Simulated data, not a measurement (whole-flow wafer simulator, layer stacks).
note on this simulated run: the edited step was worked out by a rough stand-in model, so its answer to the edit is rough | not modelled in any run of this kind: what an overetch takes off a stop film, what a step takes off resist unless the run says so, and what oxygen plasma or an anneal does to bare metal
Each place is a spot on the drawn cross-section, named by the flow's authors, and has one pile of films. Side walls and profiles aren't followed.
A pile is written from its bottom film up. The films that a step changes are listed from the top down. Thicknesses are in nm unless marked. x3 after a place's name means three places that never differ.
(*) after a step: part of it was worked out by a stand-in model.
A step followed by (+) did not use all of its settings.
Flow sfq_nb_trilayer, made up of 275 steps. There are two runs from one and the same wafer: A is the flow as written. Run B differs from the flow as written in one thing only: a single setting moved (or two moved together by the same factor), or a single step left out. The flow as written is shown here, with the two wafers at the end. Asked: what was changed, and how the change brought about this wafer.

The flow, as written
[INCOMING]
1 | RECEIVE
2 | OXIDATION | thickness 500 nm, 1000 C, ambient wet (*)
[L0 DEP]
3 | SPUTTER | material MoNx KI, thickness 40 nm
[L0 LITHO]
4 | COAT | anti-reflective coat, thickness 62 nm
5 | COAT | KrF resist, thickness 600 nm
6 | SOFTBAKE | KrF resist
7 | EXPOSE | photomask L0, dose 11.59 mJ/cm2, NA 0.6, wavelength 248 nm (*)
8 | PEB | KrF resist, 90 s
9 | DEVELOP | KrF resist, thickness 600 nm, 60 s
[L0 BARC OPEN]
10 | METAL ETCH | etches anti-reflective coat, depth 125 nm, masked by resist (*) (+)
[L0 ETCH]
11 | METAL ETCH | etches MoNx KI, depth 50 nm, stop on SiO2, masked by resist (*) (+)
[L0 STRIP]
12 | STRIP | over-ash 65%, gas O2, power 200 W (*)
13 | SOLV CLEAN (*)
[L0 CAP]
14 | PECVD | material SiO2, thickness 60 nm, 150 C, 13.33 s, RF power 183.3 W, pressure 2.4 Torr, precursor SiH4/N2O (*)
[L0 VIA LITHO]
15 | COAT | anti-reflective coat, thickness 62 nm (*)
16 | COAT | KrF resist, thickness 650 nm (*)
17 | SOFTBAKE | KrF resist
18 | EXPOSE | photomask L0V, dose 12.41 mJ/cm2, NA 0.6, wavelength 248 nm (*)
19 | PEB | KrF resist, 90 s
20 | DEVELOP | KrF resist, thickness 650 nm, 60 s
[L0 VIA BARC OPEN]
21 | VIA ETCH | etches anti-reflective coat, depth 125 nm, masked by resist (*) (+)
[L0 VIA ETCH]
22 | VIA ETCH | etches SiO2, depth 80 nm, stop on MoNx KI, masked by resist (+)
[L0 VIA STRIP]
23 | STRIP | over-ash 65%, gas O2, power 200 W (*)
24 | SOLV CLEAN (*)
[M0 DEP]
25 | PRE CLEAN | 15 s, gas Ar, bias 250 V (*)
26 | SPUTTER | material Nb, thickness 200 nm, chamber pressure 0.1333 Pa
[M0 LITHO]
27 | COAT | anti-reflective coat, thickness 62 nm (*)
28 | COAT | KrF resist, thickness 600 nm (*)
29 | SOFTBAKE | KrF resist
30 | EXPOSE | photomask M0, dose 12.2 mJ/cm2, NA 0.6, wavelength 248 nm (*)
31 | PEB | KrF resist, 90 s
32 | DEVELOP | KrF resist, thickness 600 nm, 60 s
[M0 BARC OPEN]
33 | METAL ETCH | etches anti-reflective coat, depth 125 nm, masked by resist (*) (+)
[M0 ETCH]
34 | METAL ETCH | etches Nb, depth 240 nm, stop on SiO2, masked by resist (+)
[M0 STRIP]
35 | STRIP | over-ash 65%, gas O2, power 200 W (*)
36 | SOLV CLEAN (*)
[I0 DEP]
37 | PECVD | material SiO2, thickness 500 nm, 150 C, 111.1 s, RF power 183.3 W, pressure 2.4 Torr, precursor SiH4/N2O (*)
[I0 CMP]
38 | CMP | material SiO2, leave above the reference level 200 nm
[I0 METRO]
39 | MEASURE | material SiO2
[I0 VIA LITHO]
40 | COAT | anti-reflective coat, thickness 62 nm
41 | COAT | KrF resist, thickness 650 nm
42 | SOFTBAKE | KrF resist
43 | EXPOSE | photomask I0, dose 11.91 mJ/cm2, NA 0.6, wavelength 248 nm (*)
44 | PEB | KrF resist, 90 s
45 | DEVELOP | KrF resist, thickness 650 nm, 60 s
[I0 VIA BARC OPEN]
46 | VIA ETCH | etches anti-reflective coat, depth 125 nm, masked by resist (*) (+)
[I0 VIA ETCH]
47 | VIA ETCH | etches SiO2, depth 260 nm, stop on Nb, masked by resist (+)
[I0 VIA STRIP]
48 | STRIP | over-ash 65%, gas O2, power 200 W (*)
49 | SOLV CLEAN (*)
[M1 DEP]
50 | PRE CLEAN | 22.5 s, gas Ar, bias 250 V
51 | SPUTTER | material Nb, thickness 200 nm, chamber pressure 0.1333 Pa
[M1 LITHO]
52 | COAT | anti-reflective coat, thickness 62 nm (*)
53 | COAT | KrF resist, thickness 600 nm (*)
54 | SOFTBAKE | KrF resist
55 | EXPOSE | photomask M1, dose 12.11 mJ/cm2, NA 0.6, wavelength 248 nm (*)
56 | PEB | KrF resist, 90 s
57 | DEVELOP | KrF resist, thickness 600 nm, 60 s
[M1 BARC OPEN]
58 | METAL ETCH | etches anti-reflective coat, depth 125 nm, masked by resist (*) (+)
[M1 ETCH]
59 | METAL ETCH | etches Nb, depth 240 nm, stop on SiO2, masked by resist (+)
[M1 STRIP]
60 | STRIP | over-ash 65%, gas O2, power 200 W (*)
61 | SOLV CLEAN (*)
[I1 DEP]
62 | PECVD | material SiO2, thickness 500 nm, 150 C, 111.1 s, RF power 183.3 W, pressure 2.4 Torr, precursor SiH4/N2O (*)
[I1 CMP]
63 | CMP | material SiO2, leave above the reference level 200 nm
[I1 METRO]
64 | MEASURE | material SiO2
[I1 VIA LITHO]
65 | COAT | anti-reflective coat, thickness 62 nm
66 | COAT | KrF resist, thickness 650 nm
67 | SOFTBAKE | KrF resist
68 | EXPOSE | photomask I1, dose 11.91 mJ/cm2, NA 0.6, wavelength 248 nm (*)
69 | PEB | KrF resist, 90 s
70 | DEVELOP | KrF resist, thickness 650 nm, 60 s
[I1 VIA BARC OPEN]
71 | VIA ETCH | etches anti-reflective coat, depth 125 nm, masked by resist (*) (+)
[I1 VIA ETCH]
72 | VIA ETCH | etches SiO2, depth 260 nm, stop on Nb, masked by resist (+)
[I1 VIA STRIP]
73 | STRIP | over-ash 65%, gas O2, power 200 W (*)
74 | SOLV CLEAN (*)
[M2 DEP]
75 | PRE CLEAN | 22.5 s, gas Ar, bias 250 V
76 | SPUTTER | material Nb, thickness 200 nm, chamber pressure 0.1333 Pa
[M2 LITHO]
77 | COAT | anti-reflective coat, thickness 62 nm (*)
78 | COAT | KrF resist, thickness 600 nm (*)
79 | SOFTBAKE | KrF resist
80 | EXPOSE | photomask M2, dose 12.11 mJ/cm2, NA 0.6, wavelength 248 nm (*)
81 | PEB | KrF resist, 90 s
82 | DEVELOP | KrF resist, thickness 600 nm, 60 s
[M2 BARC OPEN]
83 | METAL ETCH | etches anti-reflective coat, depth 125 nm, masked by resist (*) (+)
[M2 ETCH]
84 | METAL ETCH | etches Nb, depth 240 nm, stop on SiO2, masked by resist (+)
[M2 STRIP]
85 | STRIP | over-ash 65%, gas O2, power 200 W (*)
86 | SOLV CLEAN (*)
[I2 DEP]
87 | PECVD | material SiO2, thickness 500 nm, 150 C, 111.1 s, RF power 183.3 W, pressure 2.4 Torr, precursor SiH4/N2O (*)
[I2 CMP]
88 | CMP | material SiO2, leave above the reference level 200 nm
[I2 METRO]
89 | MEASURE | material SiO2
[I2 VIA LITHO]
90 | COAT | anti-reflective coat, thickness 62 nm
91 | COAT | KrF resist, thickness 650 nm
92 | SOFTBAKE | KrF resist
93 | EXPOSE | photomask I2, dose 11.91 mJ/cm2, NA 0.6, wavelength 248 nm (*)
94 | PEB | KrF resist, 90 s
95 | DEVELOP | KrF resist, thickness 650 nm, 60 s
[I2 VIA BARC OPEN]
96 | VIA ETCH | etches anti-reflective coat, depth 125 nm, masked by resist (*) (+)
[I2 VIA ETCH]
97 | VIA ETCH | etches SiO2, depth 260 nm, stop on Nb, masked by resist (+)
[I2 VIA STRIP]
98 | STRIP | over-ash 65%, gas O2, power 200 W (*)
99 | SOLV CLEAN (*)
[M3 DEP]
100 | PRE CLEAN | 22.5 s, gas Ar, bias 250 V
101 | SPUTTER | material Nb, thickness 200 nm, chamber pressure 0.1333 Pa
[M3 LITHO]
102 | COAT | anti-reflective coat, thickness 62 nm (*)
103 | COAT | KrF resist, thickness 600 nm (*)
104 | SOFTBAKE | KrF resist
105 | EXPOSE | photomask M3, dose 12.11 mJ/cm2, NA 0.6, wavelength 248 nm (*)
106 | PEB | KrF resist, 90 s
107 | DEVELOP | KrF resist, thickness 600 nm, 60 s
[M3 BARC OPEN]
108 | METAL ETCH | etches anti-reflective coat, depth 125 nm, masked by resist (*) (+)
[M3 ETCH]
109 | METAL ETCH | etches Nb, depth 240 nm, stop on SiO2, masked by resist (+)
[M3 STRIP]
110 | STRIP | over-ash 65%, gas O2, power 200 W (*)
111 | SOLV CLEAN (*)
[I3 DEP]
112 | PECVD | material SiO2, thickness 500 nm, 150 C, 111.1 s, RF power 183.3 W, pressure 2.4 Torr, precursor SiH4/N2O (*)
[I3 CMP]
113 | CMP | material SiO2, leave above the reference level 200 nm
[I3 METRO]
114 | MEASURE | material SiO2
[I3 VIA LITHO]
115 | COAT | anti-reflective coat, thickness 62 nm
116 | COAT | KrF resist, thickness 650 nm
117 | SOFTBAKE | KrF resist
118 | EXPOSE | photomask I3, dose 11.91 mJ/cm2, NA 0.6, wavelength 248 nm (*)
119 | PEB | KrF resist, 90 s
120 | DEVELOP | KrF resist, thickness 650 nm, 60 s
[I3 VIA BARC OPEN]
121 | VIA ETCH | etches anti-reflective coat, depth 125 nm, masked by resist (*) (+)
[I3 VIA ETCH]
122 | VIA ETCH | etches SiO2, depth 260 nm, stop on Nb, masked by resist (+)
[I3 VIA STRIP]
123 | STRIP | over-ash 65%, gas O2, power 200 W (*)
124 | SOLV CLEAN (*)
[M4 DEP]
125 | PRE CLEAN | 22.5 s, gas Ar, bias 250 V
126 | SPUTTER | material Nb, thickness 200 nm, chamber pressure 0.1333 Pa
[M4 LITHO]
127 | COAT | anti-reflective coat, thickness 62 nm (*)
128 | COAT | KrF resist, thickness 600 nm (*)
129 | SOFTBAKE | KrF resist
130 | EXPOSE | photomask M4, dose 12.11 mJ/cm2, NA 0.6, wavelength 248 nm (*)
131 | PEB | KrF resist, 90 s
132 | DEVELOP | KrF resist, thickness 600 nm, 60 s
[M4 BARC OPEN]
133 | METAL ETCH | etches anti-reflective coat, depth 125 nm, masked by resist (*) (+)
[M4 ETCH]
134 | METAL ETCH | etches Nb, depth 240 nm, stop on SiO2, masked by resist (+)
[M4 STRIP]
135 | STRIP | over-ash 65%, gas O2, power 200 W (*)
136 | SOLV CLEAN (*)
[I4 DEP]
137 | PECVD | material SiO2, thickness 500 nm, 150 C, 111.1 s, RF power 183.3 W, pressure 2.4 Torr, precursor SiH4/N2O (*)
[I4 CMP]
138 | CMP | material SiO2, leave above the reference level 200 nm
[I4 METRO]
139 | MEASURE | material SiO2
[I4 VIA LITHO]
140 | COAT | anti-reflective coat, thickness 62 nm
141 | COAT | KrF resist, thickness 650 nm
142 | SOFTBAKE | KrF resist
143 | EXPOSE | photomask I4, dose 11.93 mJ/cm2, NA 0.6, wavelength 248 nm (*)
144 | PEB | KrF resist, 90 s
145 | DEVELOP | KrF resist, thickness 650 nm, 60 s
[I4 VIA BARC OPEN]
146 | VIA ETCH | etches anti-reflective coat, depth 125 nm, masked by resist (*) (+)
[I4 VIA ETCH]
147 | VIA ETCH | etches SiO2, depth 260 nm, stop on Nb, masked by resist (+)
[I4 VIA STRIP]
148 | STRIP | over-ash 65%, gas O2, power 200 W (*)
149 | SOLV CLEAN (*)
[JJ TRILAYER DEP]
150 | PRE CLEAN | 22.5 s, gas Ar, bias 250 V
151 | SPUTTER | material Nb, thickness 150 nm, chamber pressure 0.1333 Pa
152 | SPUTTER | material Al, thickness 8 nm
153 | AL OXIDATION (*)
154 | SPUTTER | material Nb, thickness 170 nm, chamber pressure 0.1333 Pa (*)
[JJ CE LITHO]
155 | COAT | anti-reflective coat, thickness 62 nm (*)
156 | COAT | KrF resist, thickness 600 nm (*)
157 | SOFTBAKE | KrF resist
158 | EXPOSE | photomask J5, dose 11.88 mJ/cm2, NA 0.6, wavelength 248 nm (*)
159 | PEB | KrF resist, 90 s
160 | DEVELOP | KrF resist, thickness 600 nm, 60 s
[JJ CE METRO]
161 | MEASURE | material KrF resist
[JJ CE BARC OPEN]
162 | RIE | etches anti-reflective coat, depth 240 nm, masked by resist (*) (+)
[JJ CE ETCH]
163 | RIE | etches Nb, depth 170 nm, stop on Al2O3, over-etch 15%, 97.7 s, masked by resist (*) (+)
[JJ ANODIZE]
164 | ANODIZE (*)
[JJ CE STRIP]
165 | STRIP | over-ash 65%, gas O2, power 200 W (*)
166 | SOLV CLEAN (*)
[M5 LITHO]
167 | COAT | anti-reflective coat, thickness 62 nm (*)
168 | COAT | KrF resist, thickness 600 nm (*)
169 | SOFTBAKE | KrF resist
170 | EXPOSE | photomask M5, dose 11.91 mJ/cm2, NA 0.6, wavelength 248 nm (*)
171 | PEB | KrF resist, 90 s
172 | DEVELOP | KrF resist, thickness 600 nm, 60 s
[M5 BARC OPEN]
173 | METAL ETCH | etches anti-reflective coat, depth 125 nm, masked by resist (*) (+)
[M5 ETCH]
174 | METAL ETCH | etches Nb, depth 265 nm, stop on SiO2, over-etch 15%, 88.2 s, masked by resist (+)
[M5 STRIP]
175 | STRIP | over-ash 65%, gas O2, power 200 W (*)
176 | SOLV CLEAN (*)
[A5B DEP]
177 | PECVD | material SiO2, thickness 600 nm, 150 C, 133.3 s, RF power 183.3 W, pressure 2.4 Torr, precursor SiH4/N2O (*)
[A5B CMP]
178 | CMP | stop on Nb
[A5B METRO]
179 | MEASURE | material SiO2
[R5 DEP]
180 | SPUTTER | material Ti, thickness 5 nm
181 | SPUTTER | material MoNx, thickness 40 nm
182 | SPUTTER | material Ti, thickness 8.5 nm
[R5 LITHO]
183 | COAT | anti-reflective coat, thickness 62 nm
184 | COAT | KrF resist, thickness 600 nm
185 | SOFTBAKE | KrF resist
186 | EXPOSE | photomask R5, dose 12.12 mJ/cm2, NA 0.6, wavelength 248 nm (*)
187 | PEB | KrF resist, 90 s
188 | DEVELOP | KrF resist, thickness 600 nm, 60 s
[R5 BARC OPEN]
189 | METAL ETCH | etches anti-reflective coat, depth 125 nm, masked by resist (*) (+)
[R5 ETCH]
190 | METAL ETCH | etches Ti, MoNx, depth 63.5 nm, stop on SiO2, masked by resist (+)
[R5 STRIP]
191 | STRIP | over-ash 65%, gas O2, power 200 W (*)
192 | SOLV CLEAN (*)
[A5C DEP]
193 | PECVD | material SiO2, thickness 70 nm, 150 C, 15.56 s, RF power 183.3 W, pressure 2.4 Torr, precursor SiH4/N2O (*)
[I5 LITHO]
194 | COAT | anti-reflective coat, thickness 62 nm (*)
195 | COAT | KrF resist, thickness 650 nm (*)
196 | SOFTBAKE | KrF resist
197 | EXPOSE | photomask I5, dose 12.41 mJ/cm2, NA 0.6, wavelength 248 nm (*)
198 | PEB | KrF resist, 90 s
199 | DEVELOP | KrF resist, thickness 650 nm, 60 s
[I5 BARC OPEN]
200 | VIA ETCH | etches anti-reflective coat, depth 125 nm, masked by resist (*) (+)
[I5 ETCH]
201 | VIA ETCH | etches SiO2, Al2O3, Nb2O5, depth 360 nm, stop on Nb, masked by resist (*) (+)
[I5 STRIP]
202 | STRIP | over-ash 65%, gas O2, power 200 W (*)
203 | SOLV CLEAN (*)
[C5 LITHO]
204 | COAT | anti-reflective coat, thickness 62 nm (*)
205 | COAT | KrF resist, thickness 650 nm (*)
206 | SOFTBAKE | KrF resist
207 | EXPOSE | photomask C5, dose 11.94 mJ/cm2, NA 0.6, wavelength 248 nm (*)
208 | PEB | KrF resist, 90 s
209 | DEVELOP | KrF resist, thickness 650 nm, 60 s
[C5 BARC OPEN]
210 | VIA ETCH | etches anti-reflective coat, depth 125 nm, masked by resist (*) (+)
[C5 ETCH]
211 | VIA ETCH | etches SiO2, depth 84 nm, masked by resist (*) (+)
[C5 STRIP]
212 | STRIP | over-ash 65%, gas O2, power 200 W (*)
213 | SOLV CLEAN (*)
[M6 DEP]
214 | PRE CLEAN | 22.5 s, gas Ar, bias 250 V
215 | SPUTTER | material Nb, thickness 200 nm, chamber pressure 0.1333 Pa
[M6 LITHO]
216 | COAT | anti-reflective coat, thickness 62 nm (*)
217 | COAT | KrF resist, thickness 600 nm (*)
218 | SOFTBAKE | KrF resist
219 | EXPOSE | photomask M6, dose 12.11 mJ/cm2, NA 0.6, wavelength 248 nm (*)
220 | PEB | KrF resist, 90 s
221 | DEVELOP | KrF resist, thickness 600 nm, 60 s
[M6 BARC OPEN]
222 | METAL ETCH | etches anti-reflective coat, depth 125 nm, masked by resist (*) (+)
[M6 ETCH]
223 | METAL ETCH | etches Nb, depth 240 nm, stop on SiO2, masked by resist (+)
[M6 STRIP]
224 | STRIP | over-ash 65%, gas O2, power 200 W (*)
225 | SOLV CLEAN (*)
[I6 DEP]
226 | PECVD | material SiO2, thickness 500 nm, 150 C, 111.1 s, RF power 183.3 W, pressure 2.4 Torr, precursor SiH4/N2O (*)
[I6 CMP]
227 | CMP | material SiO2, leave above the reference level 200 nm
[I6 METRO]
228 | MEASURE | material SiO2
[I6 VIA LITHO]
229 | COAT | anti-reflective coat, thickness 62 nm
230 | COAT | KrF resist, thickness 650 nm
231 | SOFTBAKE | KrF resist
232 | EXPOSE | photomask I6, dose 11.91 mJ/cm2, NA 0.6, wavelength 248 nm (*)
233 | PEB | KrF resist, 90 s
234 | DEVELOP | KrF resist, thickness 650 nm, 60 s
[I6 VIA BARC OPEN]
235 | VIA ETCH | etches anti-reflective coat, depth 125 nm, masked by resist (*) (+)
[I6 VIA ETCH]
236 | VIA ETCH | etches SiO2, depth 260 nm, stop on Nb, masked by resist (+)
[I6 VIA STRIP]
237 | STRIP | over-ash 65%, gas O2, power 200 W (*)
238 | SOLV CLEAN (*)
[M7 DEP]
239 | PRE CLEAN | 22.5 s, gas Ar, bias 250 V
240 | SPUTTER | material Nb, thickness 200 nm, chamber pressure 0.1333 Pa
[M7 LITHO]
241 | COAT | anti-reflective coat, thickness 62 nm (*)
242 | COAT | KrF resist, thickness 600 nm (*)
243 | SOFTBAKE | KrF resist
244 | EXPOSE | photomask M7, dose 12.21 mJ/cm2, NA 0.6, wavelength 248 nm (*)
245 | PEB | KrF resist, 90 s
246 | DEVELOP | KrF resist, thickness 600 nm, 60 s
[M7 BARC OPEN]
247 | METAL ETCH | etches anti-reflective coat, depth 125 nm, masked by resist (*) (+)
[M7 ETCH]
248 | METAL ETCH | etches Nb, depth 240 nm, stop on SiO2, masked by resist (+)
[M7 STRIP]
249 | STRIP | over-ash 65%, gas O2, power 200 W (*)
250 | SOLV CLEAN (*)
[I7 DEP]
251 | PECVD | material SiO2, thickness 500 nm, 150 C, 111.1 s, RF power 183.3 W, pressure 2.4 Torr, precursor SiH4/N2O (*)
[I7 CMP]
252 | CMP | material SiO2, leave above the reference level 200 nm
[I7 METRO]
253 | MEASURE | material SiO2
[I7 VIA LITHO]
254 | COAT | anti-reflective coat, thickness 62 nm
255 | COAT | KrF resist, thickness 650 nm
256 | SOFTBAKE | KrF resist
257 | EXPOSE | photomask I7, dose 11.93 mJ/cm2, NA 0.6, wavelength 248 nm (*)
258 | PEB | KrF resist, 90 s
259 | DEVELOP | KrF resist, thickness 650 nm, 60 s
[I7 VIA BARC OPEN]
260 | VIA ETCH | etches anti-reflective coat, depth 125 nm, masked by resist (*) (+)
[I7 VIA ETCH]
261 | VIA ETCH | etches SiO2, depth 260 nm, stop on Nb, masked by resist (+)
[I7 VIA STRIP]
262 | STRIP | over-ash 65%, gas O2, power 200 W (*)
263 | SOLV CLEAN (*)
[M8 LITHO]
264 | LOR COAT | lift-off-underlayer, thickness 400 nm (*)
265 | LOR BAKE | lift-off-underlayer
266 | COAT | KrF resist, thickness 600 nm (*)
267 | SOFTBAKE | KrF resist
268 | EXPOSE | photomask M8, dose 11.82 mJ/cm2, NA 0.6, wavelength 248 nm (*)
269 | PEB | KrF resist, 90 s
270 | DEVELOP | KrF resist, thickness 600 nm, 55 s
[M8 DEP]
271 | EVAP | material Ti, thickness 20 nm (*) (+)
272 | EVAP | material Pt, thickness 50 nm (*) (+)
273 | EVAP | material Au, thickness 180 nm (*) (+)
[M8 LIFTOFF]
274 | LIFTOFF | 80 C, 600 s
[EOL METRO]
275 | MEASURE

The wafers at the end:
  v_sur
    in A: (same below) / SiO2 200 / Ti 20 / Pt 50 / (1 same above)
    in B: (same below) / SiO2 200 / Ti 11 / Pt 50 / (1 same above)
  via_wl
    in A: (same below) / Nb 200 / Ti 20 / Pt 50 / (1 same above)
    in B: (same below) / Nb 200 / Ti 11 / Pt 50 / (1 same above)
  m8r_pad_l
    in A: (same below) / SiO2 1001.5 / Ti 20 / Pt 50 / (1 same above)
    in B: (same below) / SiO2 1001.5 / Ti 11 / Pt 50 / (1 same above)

What caused this: step 271, EVAP: thickness 11 nm was run, though the flow has thickness 20 nm.
The wafer lets one read it off: v_sur has Ti 11, and step 271 as written asks for 20 nm.

The path from the change to this, step by step:
  271 | EVAP | material Ti, thickness 20 nm (*) (+)
      field_l, v_sur, via_wl and 103 more: A Ti gains 20 (new film) | B Ti gains 11 (new film)
  274 | LIFTOFF | 80 C, 600 s
      p4_fl, p4_fm, p4_w1 and 71 more: A Au loses 180 (all of it), Pt loses 50 (all of it), Ti loses 20 (all of it), KrF resist loses 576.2 (all of it), lift-off-underlayer loses 400 (all of it) | B Au loses 180 (all of it), Pt loses 50 (all of it), Ti loses 11 (all of it), KrF resist loses 576.2 (all of it), lift-off-underlayer loses 400 (all of it)
      c5j, ce_r: A Au loses 180 (all of it), Pt loses 50 (all of it), Ti loses 20 (all of it), KrF resist loses 573.3 (all of it), lift-off-underlayer loses 399.3 (all of it) | B Au loses 180 (all of it), Pt loses 50 (all of it), Ti loses 11 (all of it), KrF resist loses 573.3 (all of it), lift-off-underlayer loses 399.3 (all of it)
      (and at 19 other places as well)
